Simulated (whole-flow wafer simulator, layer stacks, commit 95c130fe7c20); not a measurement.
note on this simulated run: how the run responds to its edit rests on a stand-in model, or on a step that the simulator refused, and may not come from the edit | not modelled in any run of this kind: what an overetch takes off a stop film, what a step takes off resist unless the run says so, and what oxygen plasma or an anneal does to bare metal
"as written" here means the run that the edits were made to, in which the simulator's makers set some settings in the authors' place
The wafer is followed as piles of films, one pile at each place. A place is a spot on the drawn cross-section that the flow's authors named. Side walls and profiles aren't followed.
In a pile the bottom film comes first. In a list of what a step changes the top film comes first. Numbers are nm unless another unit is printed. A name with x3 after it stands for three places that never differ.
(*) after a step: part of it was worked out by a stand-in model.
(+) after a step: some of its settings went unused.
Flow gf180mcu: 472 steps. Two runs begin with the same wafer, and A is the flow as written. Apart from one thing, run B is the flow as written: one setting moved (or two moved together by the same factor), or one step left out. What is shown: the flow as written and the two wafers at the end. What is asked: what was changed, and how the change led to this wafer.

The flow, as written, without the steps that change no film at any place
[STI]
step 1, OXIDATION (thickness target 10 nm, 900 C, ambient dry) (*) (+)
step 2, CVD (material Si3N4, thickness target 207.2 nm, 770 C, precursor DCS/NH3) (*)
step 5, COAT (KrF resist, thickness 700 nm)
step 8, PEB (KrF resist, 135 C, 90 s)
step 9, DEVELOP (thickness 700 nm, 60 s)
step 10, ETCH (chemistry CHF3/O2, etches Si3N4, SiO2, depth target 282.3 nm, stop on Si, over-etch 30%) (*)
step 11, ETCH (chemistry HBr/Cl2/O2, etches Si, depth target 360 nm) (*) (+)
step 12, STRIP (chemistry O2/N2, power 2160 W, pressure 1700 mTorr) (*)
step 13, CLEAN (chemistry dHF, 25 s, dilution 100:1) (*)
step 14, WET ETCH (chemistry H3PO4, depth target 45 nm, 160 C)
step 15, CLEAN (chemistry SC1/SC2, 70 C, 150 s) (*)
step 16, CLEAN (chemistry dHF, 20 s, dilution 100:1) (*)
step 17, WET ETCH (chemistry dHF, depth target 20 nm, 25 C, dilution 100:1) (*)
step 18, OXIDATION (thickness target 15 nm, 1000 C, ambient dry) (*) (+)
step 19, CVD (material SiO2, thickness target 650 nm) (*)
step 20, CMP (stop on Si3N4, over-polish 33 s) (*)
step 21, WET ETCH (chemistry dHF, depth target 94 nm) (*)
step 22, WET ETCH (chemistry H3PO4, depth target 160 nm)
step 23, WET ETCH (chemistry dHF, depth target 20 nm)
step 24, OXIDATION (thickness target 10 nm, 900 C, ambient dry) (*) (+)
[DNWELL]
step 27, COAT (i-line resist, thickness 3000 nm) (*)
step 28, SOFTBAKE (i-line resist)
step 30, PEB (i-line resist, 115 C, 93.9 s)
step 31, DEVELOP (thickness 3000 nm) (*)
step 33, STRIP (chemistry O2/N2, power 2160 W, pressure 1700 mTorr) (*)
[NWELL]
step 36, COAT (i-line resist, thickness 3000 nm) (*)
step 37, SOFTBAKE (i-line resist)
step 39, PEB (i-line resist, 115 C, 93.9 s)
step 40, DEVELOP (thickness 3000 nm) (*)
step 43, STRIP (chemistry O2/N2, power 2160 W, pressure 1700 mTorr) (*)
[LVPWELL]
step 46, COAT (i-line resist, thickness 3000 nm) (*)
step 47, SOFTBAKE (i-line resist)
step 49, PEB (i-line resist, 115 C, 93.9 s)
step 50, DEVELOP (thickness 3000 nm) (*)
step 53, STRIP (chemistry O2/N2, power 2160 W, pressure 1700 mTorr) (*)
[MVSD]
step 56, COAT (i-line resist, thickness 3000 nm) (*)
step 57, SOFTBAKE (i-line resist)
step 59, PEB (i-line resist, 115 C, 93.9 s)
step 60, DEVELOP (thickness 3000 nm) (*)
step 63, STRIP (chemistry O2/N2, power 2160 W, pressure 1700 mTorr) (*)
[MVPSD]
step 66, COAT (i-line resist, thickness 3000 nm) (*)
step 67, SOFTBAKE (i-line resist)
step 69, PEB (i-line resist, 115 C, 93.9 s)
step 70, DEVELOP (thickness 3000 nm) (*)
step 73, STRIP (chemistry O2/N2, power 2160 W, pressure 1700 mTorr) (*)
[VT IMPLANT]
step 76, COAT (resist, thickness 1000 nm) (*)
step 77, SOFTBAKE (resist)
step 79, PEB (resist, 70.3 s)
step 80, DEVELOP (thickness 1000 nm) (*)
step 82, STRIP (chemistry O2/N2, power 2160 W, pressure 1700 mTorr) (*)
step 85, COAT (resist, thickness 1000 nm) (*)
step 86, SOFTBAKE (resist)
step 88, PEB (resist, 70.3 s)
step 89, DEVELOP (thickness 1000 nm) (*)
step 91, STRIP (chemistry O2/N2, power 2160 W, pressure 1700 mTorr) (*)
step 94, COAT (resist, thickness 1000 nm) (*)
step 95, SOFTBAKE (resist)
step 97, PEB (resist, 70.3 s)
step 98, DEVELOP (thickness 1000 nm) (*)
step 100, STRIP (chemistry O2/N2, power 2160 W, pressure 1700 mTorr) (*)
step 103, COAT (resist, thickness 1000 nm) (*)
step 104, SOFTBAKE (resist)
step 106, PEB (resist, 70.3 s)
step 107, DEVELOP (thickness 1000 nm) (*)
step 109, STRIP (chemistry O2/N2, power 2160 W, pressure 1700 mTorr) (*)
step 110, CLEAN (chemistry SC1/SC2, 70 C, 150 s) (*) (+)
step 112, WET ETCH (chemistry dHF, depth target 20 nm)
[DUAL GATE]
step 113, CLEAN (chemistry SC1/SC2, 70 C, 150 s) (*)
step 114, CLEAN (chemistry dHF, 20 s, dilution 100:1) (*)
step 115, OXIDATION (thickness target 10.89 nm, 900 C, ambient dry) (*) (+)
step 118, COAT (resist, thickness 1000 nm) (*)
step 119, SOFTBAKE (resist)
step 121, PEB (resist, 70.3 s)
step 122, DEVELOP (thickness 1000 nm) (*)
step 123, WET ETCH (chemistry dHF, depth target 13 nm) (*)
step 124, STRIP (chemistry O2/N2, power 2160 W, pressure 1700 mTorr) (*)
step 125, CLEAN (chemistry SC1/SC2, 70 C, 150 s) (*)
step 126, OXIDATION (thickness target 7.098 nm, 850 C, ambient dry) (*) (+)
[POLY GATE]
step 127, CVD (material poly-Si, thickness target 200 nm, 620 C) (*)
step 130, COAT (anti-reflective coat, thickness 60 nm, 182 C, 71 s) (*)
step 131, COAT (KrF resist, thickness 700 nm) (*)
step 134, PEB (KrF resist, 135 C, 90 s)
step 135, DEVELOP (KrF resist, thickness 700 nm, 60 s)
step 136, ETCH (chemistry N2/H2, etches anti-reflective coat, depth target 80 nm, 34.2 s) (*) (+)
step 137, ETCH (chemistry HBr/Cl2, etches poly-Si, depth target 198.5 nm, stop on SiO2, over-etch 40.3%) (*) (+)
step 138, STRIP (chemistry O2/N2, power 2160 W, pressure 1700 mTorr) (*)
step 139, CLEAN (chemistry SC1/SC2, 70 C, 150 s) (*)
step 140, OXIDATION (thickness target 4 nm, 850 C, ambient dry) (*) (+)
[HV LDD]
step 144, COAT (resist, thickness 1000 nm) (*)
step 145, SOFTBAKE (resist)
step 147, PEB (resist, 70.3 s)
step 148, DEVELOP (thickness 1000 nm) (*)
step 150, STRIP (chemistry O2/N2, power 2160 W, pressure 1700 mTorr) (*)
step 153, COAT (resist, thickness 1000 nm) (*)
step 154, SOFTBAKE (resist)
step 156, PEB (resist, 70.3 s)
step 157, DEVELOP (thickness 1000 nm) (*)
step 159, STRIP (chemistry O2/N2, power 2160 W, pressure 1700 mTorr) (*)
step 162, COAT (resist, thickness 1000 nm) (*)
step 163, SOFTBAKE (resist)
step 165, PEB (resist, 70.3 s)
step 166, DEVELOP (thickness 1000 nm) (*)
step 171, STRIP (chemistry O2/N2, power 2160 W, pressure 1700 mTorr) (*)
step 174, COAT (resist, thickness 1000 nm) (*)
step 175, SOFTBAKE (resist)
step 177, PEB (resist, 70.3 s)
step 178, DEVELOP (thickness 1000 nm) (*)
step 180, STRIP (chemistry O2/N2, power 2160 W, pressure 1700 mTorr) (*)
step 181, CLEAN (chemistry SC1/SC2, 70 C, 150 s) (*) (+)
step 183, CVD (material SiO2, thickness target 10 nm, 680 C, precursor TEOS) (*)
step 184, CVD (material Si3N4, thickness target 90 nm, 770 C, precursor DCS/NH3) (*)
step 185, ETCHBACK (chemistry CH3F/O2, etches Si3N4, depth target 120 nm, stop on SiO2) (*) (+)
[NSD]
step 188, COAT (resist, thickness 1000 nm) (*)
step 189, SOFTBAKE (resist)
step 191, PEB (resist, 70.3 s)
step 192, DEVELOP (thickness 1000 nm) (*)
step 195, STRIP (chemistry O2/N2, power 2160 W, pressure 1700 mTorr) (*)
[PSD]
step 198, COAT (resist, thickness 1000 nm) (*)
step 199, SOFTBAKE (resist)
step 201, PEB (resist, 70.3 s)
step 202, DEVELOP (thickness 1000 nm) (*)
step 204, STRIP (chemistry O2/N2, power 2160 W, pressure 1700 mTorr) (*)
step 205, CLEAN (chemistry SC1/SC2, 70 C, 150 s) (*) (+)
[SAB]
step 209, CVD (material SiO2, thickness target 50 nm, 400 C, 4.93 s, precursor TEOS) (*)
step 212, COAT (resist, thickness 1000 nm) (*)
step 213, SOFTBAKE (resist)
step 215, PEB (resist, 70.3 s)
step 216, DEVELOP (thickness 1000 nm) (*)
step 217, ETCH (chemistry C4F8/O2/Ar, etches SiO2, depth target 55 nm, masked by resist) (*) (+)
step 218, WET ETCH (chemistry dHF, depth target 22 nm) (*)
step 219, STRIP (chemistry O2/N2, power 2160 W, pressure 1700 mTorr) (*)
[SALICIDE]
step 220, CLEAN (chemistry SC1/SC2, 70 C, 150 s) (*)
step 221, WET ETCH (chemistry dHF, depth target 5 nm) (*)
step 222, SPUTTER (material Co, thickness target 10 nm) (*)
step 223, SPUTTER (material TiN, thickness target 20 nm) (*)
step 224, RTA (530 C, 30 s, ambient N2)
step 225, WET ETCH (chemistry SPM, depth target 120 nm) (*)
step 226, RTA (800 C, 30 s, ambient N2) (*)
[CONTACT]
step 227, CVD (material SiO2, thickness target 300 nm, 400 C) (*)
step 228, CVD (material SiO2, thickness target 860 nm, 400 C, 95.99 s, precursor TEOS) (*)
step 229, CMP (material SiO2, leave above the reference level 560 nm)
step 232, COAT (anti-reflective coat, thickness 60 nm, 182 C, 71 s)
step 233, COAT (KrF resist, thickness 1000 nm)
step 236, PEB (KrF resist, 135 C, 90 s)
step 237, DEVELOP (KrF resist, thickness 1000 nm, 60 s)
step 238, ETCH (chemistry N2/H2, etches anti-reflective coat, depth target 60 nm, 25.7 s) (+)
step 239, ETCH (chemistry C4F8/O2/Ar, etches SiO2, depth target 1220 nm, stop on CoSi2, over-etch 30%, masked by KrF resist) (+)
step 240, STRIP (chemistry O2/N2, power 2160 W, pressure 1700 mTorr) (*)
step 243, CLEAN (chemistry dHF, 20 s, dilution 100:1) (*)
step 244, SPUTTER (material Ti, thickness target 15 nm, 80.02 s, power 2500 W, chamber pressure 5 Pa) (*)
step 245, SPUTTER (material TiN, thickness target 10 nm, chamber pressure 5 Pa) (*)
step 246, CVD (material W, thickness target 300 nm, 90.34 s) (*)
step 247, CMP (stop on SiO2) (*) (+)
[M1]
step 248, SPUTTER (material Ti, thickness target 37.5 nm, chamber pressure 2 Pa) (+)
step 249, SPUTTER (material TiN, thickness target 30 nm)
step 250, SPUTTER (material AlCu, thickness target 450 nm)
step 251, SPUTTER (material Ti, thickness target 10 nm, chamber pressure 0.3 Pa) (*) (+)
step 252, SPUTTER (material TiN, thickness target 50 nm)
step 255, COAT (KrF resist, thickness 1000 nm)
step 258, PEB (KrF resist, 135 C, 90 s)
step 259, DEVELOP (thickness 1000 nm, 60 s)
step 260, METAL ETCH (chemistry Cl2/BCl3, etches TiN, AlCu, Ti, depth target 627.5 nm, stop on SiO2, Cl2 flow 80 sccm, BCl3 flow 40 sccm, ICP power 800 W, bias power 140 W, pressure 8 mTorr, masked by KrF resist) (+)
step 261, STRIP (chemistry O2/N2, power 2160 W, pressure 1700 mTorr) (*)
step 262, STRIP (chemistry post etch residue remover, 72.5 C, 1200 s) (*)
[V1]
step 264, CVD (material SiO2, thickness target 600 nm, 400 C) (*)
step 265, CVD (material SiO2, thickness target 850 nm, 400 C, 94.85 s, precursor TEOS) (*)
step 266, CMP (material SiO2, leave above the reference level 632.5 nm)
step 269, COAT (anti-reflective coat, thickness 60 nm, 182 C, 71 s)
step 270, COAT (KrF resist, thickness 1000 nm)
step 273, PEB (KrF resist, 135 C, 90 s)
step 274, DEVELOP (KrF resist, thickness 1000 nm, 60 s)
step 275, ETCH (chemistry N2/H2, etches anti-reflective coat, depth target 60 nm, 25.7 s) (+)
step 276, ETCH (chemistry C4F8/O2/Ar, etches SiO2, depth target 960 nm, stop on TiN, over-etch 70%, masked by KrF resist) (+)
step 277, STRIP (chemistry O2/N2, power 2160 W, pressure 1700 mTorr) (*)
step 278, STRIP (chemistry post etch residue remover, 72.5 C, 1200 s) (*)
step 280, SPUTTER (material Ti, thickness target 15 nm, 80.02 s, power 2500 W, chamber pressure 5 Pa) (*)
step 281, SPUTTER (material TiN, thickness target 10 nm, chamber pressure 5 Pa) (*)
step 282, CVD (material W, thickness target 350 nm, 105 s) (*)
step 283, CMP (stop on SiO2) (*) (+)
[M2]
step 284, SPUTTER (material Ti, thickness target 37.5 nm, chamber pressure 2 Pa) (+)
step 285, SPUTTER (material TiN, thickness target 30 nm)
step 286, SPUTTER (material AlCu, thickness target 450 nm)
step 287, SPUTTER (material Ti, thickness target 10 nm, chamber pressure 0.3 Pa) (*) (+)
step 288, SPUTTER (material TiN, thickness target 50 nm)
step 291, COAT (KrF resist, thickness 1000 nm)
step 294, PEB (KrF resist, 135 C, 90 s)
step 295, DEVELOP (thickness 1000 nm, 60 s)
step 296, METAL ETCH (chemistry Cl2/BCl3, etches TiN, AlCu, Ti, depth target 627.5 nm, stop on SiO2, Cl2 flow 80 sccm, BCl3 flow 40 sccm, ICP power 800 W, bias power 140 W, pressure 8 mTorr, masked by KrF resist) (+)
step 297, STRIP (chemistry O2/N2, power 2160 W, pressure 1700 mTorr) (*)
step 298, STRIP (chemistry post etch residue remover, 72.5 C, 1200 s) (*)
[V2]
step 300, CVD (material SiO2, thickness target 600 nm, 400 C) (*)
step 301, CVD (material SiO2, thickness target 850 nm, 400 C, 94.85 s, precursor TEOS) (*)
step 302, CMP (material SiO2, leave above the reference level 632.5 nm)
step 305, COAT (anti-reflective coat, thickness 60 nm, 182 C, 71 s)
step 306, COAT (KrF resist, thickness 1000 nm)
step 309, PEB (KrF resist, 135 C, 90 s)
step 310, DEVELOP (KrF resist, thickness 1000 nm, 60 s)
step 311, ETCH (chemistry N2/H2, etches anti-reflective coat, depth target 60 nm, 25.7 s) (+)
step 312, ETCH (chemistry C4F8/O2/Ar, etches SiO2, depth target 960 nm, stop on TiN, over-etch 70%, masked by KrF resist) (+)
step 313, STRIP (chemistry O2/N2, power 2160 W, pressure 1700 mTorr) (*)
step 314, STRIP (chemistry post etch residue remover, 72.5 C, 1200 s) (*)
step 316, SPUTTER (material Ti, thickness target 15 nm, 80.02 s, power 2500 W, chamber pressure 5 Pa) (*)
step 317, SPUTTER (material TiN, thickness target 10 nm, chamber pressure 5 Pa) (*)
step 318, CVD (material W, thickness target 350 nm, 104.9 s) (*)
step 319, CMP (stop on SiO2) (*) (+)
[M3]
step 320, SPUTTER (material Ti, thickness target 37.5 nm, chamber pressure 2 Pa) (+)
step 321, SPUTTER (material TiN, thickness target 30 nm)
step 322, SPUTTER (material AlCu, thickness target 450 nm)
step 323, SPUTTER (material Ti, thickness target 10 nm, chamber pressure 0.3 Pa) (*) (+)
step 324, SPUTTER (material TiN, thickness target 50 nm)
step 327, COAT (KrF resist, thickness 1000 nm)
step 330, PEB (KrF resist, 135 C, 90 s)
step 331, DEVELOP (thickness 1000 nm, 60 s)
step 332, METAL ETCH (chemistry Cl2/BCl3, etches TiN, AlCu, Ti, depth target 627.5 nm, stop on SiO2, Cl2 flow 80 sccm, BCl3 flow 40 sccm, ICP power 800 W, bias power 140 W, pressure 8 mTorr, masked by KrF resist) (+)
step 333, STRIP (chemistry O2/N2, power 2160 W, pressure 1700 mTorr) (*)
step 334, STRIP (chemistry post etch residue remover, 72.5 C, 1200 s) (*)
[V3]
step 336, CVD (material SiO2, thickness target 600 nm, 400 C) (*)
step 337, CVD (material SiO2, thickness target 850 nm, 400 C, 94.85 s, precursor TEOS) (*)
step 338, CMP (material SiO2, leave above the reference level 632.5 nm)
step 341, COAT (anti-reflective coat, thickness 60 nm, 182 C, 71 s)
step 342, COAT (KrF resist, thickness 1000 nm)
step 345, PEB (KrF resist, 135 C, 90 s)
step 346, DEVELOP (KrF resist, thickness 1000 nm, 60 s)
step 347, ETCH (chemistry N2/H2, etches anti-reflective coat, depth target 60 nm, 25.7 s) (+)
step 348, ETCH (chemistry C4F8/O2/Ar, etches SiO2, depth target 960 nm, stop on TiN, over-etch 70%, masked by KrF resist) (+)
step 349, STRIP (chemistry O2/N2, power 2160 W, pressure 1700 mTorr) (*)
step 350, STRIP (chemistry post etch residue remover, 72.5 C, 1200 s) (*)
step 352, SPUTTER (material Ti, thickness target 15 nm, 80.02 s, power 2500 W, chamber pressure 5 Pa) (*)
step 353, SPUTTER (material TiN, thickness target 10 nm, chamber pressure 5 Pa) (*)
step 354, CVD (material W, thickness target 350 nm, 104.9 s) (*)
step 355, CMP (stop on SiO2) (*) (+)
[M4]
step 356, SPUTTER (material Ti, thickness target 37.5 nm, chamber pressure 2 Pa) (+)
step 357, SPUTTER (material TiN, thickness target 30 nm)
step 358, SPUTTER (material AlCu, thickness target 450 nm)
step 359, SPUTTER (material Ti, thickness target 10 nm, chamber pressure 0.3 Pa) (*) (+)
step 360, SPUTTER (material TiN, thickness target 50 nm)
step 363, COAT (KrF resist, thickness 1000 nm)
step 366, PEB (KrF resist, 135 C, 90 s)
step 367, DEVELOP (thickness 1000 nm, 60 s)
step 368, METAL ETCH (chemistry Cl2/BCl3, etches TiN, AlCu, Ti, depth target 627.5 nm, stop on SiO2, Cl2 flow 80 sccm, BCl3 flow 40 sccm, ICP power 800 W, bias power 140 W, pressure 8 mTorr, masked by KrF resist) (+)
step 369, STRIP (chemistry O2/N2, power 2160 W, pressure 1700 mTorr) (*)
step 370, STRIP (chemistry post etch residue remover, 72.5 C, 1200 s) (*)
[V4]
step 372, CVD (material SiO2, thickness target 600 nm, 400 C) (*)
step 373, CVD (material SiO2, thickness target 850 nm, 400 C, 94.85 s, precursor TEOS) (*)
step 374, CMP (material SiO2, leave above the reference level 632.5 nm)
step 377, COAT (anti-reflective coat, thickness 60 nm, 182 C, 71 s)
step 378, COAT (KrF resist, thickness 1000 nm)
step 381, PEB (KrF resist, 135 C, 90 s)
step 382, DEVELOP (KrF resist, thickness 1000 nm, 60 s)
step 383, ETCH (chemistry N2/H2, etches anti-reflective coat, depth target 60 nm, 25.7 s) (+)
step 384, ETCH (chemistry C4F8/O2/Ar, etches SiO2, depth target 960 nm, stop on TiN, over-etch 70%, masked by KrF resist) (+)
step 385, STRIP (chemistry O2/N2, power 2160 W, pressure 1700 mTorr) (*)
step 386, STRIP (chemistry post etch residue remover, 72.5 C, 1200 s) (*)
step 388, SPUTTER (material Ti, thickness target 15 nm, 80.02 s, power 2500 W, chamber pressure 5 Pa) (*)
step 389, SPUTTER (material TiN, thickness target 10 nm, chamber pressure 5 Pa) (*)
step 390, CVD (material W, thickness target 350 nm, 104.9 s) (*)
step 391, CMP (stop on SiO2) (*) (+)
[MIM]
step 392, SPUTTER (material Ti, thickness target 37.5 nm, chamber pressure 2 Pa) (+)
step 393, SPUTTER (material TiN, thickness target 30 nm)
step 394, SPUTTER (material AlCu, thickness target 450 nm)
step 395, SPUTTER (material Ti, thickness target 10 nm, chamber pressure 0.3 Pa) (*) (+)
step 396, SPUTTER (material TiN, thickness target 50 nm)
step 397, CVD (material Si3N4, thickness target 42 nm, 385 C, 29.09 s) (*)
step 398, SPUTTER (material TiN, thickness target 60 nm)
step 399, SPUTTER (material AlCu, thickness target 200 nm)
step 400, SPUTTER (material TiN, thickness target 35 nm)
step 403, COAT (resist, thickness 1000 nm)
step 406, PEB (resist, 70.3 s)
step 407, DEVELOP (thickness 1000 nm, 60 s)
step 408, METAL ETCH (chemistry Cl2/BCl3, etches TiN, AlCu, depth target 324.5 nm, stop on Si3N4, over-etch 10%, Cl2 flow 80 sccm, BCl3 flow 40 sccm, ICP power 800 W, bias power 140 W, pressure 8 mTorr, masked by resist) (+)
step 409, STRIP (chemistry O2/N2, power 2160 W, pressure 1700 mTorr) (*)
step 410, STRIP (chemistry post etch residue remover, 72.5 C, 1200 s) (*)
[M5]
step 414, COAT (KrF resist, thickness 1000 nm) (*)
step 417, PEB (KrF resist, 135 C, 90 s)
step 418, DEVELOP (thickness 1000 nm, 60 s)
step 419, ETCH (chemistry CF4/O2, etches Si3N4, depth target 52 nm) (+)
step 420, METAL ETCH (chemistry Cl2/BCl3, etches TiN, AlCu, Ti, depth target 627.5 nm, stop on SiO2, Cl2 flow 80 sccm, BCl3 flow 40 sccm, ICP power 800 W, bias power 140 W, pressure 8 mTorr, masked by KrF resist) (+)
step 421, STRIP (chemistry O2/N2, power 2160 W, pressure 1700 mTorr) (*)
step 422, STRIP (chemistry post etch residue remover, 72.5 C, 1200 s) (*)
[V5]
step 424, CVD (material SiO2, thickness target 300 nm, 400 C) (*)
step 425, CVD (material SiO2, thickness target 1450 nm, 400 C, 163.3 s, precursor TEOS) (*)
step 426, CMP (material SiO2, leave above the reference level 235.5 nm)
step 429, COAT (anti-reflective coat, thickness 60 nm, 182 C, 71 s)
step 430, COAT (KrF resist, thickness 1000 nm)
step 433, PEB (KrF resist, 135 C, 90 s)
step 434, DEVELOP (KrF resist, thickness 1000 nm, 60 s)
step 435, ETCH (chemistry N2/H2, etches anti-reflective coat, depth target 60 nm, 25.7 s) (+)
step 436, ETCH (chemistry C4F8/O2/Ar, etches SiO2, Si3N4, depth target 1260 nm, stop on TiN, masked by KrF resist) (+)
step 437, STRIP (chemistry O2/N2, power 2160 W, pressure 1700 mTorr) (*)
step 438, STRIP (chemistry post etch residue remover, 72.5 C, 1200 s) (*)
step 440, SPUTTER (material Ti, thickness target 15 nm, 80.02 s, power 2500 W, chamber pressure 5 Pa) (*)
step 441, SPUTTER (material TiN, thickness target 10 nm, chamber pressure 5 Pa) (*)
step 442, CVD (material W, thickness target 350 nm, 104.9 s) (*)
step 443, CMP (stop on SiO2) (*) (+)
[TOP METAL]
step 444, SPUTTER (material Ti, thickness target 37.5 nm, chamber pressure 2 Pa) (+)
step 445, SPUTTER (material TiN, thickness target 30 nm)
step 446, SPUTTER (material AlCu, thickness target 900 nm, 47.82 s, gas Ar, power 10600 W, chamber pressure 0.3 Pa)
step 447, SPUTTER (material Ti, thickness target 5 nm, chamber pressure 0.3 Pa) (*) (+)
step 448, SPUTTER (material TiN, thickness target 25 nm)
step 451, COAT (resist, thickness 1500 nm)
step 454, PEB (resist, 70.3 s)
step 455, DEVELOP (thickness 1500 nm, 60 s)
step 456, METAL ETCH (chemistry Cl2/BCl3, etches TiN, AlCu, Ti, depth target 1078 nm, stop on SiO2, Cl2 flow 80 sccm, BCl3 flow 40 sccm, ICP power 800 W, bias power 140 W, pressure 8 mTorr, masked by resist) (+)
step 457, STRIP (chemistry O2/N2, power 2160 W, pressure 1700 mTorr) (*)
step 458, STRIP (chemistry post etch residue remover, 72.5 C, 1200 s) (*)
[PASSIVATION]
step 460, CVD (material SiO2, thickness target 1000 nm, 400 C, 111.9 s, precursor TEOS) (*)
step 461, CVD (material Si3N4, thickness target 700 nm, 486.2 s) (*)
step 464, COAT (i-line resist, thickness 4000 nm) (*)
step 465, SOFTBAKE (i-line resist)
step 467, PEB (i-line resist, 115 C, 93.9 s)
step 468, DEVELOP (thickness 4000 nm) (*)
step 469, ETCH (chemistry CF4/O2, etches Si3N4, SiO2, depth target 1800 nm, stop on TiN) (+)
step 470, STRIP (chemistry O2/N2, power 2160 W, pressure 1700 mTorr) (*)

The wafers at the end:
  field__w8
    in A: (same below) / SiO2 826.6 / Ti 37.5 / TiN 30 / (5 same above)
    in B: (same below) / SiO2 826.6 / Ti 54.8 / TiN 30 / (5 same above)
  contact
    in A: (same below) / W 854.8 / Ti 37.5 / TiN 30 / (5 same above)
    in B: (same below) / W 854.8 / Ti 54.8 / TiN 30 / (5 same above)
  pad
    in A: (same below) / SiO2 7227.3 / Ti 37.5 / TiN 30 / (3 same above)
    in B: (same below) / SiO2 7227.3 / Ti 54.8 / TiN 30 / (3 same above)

The reason: step 444, SPUTTER: thickness target 54.8 nm was run, though the flow has thickness target 37.5 nm.
One can read it off the wafer: field__w8 has Ti 54.8, and step 444 as written asks for 37.5 nm.

Step by step, how the change led to this:
  step 444, SPUTTER (material Ti, thickness target 37.5 nm, chamber pressure 2 Pa) (+)
      field, field__w1, field__w2 and 109 more: A +37.5 Ti (new film) | B +54.8 Ti (new film)
  step 456, METAL ETCH (chemistry Cl2/BCl3, etches TiN, AlCu, Ti, depth target 1078 nm, stop on SiO2, Cl2 flow 80 sccm, BCl3 flow 40 sccm, ICP power 800 W, bias power 140 W, pressure 8 mTorr, masked by resist) (+)
      field, field__w1, field__w2 and 103 more: A -25 TiN (all of it), -5 Ti (all of it), -900 AlCu (all of it), -30 TiN (all of it), -37.5 Ti (all of it) | B -25 TiN (all of it), -5 Ti (all of it), -900 AlCu (all of it), -30 TiN (all of it), -54.8 Ti (all of it)
  step 465, SOFTBAKE (i-line resist)
      gate: A +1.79 i-line resist | B -0.22 i-line resist
      ld_fp_p, ld_drift_p: A +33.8 i-line resist | B +27.7 i-line resist
      (also at 64 further places)
